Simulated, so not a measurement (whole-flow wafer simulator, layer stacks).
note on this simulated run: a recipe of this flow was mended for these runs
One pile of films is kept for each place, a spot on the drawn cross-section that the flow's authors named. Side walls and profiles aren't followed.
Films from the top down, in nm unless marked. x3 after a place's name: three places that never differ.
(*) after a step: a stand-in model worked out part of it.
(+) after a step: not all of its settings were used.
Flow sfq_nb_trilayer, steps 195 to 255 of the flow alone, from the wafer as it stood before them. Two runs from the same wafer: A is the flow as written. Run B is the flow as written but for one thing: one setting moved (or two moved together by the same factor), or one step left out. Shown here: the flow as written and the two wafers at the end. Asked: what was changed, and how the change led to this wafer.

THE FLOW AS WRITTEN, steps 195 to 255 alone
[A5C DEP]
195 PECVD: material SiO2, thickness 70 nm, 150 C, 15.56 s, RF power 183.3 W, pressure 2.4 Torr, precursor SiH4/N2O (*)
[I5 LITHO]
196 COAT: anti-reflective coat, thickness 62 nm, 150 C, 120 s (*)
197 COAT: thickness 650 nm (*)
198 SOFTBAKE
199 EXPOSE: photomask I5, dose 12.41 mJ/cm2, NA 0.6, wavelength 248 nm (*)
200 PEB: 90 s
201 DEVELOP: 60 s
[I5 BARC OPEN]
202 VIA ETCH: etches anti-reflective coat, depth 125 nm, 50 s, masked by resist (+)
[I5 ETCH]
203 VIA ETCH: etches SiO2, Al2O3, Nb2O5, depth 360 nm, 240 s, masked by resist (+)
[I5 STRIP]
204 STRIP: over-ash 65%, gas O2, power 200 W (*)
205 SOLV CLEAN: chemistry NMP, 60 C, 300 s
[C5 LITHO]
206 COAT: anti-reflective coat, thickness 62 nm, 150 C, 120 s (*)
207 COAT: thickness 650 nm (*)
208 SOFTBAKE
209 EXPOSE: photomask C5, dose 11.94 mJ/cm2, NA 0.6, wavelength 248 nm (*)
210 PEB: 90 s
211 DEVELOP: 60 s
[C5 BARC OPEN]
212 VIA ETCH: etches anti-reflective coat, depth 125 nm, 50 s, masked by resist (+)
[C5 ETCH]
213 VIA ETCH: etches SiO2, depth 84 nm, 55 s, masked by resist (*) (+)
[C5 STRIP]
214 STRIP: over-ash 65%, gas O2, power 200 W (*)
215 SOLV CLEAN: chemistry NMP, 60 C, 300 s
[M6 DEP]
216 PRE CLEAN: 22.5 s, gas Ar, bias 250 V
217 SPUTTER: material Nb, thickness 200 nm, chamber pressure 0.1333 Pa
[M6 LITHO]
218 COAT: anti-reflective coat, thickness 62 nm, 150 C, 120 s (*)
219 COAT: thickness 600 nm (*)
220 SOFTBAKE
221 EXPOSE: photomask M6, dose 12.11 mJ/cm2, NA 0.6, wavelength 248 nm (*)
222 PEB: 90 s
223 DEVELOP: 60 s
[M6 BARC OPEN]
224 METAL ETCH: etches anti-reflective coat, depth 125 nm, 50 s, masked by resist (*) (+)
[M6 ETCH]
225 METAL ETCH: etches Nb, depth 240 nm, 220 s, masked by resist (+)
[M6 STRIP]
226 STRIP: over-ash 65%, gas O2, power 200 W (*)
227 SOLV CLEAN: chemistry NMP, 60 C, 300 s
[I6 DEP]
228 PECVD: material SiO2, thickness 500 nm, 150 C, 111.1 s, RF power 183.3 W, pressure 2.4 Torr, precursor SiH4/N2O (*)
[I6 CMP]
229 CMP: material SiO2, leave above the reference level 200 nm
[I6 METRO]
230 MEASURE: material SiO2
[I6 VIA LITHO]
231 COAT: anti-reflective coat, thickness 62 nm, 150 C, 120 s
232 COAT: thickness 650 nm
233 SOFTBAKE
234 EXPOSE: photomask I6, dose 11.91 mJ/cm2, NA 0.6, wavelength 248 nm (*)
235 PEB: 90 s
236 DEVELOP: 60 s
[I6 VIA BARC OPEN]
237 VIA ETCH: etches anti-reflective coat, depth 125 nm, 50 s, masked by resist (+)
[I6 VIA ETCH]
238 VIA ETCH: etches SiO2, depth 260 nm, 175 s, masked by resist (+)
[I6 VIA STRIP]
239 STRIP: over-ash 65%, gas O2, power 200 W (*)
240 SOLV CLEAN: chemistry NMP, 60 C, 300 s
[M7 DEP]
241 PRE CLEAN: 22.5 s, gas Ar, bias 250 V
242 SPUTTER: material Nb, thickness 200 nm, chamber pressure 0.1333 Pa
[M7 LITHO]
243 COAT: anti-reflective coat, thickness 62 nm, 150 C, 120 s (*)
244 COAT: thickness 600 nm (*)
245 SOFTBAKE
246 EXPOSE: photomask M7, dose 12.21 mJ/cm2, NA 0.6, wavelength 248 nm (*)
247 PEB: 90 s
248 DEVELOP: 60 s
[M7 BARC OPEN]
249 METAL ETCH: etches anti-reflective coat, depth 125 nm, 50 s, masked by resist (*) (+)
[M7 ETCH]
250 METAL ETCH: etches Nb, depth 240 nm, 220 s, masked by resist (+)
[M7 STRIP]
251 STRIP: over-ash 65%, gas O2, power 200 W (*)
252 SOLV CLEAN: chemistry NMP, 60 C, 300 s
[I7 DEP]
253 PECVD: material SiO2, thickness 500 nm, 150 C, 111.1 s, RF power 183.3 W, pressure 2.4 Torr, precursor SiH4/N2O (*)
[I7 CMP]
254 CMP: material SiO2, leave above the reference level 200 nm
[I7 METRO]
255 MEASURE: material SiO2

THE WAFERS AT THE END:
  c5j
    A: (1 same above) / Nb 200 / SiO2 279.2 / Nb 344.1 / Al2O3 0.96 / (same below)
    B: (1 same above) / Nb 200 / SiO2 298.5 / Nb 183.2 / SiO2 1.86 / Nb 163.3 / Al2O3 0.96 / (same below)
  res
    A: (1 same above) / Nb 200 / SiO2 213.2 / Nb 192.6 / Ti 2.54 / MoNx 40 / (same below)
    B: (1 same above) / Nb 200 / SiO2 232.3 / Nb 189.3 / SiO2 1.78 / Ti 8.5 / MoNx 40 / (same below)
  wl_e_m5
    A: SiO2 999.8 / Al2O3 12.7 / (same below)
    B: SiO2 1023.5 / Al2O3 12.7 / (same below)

The cause: step 195, PECVD: 20.81 s was run, where the flow has 15.56 s.

How the change led to this, step by step:
  195 PECVD: material SiO2, thickness 70 nm, 150 C, 15.56 s, RF power 183.3 W, pressure 2.4 Torr, precursor SiH4/N2O (*)
      field_l, v_sur, via_wl and 92 more: A SiO2 +70 | B SiO2 +93.6
      ce_l, c5j, ce_r and 8 more: A SiO2 +70 (new film) | B SiO2 +93.6 (new film)
  196 COAT: anti-reflective coat, thickness 62 nm, 150 C, 120 s (*)
      r5r_line_l, r5r_line_c, r5r_line_r: A anti-reflective coat +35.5 (new film) | B anti-reflective coat +36.4 (new film)
  203 VIA ETCH: etches SiO2, Al2O3, Nb2O5, depth 360 nm, 240 s, masked by resist (+)
      be: A SiO2 -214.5 (all of it), Al2O3 -12.7 (all of it), Nb2O5 -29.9 (all of it), Nb -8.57 | B SiO2 -238.2 (all of it), Al2O3 -12.7 (all of it), Nb2O5 -29.9 (all of it), Nb -6.6
  204 STRIP: over-ash 65%, gas O2, power 200 W (*)
      r5r_line_l, r5r_line_c, r5r_line_r: A KrF-resist-other-grade -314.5 (all of it), anti-reflective coat -35.5 (all of it) | B KrF-resist-other-grade -314.5 (all of it), anti-reflective coat -36.4 (all of it)
  206 COAT: anti-reflective coat, thickness 62 nm, 150 C, 120 s (*)
      r5r_line_l, r5r_line_c, r5r_line_r: A anti-reflective coat +35.5 (new film) | B anti-reflective coat +36.4 (new film)
      be: A anti-reflective coat +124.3 (new film) | B anti-reflective coat +127.4 (new film)
  213 VIA ETCH: etches SiO2, depth 84 nm, 55 s, masked by resist (*) (+)
      c5j: A SiO2 -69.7 (all of it), Nb -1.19 | B SiO2 -84
      res: A SiO2 -69.7 (all of it), Ti -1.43 | B SiO2 -84
  214 STRIP: over-ash 65%, gas O2, power 200 W (*)
      r5r_line_l, r5r_line_c: A KrF-resist-other-grade -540 (all of it), anti-reflective coat -35.5 (all of it) | B KrF-resist-other-grade -540.1 (all of it), anti-reflective coat -36.4 (all of it)
      be: A KrF-resist-other-grade -705.8 (all of it), anti-reflective coat -124.3 (all of it) | B KrF-resist-other-grade -721.4 (all of it), anti-reflective coat -127.4 (all of it)
      (and at 1 more place)
  216 PRE CLEAN: 22.5 s, gas Ar, bias 250 V
      c5j: A Nb -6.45 | B SiO2 -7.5
      res: A Ti -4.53 | B SiO2 -7.5
  217 SPUTTER: material Nb, thickness 200 nm, chamber pressure 0.1333 Pa
      c5j: A Nb +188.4 | B Nb +183.2 (new film)
      be: A Nb +145.8 | B Nb +141
  218 COAT: anti-reflective coat, thickness 62 nm, 150 C, 120 s (*)
      be: A anti-reflective coat +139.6 (new film) | B anti-reflective coat +143.4 (new film)
      jj_sur: A anti-reflective coat +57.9 (new film) | B anti-reflective coat +55.2 (new film)
      (and at 7 more places)
  219 COAT: thickness 600 nm (*)
      be: A KrF-resist-other-grade +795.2 (new film) | B KrF-resist-other-grade +820.6 (new film)
  226 STRIP: over-ash 65%, gas O2, power 200 W (*)
      be: A KrF-resist-other-grade -559.4 (all of it), anti-reflective coat -139.6 (all of it) | B KrF-resist-other-grade -584.7 (all of it), anti-reflective coat -143.4 (all of it)
      jj_sur: A KrF-resist-other-grade -361.7 (all of it), anti-reflective coat -57.9 (all of it) | B KrF-resist-other-grade -363.6 (all of it), anti-reflective coat -55.2 (all of it)
      (and at 7 more places)
  228 PECVD: material SiO2, thickness 500 nm, 150 C, 111.1 s, RF power 183.3 W, pressure 2.4 Torr, precursor SiH4/N2O (*)
      be: A SiO2 +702 (new film) | B SiO2 +728.4 (new film)
      c5j: A SiO2 +514.7 (new film) | B SiO2 +534 (new film)
  229 CMP: material SiO2, leave above the reference level 200 nm
      res: A SiO2 -279.3 | B SiO2 -260.2
Counting metal films that touch as one body, c5j has 5 bodies (between them, from the top down: SiO2 298.5; SiO2 1.86; Al2O3 0.96; SiO2 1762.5); the flow as written gives 4 bodies (between them, from the top down: SiO2 279.2; Al2O3 0.96; SiO2 1762.5).
Counting metal films that touch as one body, res has 4 bodies (between them, from the top down: SiO2 232.3; SiO2 1.78; SiO2 2090.9); the flow as written gives 3 bodies (between them, from the top down: SiO2 213.2; SiO2 2090.9).
